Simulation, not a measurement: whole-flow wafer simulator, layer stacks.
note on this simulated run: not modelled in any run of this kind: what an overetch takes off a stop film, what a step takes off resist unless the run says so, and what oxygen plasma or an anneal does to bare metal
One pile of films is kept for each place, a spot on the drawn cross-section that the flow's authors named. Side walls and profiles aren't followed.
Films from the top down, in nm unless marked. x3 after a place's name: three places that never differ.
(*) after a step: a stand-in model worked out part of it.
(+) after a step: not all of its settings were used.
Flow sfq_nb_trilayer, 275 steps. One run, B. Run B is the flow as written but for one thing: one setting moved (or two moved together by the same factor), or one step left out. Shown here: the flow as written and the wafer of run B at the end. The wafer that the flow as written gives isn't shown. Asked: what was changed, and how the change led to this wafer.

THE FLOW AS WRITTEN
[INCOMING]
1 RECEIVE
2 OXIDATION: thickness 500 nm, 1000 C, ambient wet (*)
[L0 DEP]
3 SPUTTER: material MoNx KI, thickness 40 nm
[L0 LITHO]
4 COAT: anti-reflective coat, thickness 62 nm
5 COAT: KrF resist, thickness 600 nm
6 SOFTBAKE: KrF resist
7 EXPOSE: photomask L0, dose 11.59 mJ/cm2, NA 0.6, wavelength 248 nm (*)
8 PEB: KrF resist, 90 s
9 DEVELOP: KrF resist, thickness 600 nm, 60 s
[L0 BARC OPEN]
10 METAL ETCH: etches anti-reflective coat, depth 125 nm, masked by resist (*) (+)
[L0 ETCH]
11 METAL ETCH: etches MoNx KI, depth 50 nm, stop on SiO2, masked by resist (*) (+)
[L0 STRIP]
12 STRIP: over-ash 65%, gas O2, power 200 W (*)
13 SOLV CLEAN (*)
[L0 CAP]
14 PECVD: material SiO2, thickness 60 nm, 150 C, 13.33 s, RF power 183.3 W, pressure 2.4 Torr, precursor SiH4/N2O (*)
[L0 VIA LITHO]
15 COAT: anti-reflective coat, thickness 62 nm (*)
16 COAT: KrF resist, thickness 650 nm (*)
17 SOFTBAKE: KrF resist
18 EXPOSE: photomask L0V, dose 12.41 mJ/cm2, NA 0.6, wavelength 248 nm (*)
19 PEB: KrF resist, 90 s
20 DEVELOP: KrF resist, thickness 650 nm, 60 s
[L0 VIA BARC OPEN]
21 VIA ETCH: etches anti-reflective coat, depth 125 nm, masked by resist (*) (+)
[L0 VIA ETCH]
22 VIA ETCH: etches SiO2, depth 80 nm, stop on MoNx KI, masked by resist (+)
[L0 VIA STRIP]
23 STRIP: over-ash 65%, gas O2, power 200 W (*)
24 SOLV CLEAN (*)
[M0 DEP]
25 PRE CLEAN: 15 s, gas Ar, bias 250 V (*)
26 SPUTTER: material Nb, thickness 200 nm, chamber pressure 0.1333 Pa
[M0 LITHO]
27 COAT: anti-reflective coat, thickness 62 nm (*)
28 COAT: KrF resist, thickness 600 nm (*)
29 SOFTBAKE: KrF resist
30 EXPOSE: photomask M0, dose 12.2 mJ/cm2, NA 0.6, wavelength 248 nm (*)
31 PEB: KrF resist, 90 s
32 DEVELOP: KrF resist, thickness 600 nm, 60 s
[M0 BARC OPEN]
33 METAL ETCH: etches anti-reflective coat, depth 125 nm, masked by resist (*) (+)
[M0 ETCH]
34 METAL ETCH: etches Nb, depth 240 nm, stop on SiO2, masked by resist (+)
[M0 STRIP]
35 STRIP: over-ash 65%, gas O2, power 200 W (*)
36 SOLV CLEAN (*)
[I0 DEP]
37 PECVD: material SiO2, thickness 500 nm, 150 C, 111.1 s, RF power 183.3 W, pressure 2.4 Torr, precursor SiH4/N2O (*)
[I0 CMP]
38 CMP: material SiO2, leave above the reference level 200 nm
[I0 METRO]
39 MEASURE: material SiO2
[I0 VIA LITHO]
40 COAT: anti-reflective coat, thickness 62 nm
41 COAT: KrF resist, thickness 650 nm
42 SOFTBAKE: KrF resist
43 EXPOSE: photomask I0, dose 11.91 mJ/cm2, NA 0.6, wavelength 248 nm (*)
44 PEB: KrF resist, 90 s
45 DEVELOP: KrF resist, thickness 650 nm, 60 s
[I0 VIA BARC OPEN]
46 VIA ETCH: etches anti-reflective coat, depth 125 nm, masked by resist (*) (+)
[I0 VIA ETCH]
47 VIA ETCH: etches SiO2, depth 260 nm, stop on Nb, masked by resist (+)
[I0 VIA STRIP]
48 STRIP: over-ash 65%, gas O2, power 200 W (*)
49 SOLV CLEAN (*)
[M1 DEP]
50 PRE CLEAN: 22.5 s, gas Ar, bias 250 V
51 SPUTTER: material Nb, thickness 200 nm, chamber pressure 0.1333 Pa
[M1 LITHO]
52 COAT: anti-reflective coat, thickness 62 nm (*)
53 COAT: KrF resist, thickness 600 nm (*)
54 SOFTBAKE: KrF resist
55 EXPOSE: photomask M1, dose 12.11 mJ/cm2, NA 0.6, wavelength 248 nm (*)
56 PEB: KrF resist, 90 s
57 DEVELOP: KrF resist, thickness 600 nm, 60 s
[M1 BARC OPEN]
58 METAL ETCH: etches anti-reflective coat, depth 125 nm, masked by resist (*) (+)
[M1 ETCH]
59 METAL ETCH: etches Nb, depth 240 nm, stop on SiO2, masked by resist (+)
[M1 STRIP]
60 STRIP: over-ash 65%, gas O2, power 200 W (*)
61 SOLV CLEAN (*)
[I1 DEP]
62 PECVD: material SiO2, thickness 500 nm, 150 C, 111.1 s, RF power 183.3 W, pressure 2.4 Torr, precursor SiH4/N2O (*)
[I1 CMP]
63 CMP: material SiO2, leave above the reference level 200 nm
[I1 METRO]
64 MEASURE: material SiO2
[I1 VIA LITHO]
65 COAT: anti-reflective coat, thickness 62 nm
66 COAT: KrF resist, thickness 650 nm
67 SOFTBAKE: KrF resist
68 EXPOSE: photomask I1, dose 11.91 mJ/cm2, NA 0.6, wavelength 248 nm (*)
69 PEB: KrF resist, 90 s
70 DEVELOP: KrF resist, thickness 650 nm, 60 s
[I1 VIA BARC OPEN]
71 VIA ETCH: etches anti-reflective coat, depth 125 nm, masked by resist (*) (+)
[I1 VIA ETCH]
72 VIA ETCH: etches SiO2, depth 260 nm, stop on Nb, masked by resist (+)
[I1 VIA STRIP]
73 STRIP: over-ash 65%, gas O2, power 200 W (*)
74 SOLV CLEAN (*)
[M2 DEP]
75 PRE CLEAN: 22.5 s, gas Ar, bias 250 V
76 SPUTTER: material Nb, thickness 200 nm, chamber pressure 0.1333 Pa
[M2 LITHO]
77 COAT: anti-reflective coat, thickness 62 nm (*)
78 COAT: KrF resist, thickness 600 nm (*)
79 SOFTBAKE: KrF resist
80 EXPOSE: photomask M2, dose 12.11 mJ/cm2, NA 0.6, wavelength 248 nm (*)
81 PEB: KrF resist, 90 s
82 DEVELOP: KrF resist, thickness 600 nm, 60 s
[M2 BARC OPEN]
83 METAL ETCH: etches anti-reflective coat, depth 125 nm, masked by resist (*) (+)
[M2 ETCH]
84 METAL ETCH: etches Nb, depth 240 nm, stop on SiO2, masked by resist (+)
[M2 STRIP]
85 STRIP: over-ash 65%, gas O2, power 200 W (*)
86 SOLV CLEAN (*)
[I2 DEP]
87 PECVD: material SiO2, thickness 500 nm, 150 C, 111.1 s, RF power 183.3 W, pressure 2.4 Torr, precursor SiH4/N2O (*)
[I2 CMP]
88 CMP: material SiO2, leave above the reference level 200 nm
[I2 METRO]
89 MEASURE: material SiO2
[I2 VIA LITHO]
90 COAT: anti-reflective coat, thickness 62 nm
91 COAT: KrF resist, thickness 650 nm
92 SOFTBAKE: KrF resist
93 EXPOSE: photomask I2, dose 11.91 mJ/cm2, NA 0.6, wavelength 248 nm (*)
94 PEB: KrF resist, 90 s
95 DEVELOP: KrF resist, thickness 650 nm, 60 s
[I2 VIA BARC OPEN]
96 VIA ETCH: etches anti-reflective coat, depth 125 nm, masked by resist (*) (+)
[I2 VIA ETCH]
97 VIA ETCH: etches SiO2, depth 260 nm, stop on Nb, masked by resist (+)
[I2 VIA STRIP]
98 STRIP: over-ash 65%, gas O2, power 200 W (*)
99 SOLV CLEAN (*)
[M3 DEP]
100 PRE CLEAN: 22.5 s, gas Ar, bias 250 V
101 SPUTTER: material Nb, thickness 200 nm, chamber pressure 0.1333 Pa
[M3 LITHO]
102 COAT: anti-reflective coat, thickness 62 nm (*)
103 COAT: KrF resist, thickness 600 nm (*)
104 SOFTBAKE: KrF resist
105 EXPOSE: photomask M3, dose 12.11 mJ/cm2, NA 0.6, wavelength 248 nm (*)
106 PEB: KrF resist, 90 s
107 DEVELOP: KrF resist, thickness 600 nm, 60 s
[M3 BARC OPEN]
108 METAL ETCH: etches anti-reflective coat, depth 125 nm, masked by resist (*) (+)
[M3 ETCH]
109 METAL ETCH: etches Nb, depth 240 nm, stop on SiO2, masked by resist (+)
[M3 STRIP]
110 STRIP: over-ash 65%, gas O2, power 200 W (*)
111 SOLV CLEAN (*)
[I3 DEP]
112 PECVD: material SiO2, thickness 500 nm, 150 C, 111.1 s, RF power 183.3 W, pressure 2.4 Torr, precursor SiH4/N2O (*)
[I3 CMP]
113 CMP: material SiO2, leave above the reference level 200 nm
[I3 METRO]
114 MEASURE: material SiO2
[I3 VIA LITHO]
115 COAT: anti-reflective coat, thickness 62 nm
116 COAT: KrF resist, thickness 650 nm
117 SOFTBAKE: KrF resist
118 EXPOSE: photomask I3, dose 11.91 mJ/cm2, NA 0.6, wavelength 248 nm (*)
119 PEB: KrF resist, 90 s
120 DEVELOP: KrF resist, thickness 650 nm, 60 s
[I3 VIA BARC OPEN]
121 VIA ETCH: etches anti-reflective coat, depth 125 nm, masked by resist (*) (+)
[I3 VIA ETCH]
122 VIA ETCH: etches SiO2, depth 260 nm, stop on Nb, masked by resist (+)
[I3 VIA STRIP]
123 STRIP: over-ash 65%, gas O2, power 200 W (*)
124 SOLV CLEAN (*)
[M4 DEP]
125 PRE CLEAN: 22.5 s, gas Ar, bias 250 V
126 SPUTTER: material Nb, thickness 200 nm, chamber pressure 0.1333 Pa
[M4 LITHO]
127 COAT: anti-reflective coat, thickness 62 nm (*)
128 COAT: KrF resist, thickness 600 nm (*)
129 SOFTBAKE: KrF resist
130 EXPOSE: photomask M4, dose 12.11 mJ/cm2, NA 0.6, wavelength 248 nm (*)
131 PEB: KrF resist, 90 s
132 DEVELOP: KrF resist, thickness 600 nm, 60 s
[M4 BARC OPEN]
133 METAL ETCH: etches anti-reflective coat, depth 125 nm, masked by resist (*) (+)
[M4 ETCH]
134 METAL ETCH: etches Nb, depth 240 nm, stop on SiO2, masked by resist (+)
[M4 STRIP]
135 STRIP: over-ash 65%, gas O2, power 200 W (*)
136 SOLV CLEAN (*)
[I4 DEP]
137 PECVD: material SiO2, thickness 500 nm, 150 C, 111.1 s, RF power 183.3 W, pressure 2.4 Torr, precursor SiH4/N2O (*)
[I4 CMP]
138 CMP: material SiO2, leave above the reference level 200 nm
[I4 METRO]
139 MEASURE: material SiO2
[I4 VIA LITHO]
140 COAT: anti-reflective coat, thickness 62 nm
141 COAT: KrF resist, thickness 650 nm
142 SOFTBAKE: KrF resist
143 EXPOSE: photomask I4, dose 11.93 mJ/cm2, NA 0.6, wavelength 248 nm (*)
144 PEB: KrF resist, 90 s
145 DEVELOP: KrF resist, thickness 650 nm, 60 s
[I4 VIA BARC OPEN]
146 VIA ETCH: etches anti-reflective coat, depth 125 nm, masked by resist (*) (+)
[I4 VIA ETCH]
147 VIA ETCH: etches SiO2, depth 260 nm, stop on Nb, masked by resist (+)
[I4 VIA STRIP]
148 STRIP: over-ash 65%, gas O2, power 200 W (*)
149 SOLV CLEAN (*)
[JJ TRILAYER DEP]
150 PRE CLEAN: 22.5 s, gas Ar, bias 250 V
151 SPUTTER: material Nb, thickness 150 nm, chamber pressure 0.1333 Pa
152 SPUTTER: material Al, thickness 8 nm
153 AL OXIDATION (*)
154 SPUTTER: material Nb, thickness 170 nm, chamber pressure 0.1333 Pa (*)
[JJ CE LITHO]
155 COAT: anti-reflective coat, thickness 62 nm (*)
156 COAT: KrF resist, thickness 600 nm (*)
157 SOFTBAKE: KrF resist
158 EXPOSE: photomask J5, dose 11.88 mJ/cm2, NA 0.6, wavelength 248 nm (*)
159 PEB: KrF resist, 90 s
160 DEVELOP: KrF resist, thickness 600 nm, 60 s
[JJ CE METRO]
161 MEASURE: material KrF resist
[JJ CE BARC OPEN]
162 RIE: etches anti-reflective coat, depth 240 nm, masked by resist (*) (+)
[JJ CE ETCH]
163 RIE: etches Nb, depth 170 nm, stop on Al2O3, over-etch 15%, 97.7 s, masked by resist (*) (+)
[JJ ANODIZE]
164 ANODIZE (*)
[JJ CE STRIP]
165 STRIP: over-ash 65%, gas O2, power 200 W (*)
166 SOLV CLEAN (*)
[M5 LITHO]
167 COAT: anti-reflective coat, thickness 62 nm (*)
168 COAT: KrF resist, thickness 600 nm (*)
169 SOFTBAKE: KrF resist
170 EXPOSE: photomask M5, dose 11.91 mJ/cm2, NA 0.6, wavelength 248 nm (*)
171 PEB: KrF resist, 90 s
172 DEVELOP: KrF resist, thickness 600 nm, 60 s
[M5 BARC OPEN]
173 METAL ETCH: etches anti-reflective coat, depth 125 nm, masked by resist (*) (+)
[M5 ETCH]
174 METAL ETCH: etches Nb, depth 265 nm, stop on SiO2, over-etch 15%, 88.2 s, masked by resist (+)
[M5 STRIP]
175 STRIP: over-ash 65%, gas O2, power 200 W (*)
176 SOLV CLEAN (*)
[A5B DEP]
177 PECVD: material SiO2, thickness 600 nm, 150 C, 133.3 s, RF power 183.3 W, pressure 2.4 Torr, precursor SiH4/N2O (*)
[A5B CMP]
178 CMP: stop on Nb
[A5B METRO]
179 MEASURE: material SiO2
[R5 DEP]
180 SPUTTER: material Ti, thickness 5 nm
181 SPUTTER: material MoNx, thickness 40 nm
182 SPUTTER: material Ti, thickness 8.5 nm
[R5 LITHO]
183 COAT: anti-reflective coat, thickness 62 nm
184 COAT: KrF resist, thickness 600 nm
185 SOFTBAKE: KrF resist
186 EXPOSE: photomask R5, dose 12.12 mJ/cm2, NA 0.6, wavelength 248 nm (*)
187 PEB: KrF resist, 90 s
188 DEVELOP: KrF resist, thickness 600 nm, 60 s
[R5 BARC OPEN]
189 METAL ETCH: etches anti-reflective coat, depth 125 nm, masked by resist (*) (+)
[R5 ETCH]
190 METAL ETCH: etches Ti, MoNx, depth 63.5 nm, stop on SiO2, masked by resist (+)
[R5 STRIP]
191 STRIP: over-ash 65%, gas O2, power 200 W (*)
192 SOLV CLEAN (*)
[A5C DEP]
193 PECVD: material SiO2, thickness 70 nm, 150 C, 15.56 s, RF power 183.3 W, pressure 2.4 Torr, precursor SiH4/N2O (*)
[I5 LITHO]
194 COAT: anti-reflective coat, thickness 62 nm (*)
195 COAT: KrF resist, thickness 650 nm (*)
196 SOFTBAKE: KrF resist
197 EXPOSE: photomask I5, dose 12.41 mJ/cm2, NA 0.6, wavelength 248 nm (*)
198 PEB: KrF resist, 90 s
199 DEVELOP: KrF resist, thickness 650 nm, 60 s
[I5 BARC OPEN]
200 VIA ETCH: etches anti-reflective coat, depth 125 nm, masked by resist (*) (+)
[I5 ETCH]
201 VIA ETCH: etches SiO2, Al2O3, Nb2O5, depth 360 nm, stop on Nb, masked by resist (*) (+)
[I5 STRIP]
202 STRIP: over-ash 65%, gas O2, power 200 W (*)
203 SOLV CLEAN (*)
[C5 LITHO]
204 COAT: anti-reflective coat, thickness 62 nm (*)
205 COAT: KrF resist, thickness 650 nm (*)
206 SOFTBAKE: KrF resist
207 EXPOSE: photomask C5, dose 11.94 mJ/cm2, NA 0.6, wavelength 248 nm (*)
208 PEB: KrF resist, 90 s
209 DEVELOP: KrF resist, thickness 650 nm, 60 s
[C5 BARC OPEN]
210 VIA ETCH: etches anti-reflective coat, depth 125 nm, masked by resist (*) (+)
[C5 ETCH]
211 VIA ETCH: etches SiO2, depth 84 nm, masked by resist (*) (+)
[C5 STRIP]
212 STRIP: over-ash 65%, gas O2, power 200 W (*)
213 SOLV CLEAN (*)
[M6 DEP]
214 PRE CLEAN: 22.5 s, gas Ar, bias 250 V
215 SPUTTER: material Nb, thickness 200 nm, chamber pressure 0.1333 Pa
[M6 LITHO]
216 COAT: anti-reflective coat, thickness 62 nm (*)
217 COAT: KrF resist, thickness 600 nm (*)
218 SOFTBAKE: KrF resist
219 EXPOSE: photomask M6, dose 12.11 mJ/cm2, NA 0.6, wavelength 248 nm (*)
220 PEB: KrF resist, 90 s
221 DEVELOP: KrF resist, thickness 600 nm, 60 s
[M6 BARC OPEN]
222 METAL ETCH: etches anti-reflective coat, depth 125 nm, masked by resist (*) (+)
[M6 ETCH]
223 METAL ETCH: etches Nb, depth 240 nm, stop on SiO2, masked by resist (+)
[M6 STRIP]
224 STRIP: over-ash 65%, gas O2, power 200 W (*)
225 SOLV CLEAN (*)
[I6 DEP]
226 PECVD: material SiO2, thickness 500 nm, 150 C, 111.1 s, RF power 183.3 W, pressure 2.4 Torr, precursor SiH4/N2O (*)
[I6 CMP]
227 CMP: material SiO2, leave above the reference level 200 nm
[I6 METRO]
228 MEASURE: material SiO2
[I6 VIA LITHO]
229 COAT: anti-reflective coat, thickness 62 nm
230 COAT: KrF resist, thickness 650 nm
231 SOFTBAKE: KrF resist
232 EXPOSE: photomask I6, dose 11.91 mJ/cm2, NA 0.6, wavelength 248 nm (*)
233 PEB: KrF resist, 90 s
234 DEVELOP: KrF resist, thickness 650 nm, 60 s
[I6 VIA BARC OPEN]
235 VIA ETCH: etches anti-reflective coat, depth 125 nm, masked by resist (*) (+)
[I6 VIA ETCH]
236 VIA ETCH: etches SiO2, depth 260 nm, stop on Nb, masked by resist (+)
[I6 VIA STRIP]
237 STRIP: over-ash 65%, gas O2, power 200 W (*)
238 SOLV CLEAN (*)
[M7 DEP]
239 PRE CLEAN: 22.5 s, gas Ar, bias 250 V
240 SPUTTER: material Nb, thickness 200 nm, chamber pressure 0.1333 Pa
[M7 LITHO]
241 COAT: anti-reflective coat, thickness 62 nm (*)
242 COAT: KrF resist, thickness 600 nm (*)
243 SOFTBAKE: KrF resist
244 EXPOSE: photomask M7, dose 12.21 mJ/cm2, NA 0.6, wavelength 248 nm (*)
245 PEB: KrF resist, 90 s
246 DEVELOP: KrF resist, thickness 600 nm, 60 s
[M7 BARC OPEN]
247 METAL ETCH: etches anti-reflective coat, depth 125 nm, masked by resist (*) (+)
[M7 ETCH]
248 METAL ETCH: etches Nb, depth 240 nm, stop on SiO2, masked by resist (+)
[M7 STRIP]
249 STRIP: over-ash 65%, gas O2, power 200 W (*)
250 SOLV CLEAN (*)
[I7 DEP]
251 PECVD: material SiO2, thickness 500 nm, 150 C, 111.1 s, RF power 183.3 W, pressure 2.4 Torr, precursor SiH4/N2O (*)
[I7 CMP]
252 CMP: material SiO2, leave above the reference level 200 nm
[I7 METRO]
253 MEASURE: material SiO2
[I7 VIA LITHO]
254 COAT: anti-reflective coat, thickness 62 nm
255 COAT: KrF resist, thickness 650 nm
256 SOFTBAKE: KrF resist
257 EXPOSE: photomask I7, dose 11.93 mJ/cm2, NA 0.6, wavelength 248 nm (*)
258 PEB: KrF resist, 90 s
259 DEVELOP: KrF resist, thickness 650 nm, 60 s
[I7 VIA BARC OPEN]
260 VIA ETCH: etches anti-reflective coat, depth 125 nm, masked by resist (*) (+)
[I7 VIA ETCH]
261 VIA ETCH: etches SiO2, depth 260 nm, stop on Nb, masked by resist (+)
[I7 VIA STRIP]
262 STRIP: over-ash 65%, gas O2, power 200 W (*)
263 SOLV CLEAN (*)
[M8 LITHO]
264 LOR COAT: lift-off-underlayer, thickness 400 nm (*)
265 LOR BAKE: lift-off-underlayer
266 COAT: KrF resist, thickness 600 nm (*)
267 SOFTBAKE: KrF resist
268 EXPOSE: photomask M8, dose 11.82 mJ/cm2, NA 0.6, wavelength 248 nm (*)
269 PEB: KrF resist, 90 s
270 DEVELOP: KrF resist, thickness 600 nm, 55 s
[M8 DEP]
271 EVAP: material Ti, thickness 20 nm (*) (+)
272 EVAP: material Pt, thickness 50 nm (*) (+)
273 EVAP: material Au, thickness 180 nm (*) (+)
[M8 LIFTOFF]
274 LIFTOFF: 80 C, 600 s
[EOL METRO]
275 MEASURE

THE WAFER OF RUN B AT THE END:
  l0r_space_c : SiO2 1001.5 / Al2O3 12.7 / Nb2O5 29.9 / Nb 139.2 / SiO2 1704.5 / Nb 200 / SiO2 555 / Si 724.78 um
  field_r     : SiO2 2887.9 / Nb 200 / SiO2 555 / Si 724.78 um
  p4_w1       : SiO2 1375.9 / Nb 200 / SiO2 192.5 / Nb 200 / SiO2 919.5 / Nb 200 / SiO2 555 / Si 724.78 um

The cause: step 38, CMP: leave above the reference level 142 nm was run, where the flow has leave above the reference level 200 nm.

How the change led to this, step by step:
  38 CMP: material SiO2, leave above the reference level 200 nm
      v_sur, via_wl, via_w and 94 more: SiO2 -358 (as written it would be: SiO2 -300)
      field_l, l0_sur, l0r_line_l, l0r_line_c, l0r_line_r: SiO2 -398 (as written it would be: SiO2 -340)
      (and at 4 more places)
  47 VIA ETCH: etches SiO2, depth 260 nm, stop on Nb, masked by resist (+)
      field_l, v_sur, via_wl and 102 more: KrF resist -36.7 (as written it would be: KrF resist -44.8)
      via_w: SiO2 -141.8 (all of it) (as written it would be: SiO2 -199.8 (all of it))
  51 SPUTTER: material Nb, thickness 200 nm, chamber pressure 0.1333 Pa
      via_w: Nb +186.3 (as written it would be: Nb +174.5)
  52 COAT: anti-reflective coat, thickness 62 nm (*)
      via_wl: anti-reflective coat +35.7 (new film) (as written it would be: anti-reflective coat +33.8 (new film))
      via_w: anti-reflective coat +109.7 (new film) (as written it would be: anti-reflective coat +123.1 (new film))
      (and at 1 more place)
  53 COAT: KrF resist, thickness 600 nm (*)
      via_w: KrF resist +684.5 (new film) (as written it would be: KrF resist +731.8 (new film))
  60 STRIP: over-ash 65%, gas O2, power 200 W (*)
      via_wl: KrF resist -390.6 (all of it), anti-reflective coat -35.7 (all of it) (as written it would be: KrF resist -385.5 (all of it), anti-reflective coat -33.8 (all of it))
      via_w: KrF resist -466.7 (all of it), anti-reflective coat -109.7 (all of it) (as written it would be: KrF resist -513.8 (all of it), anti-reflective coat -123.1 (all of it))
      (and at 1 more place)
  62 PECVD: material SiO2, thickness 500 nm, 150 C, 111.1 s, RF power 183.3 W, pressure 2.4 Torr, precursor SiH4/N2O (*)
      via_w: SiO2 +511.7 (new film) (as written it would be: SiO2 +606 (new film))
  63 CMP: material SiO2, leave above the reference level 200 nm
      via_w: SiO2 -157.1 (as written it would be: SiO2 -181.6)
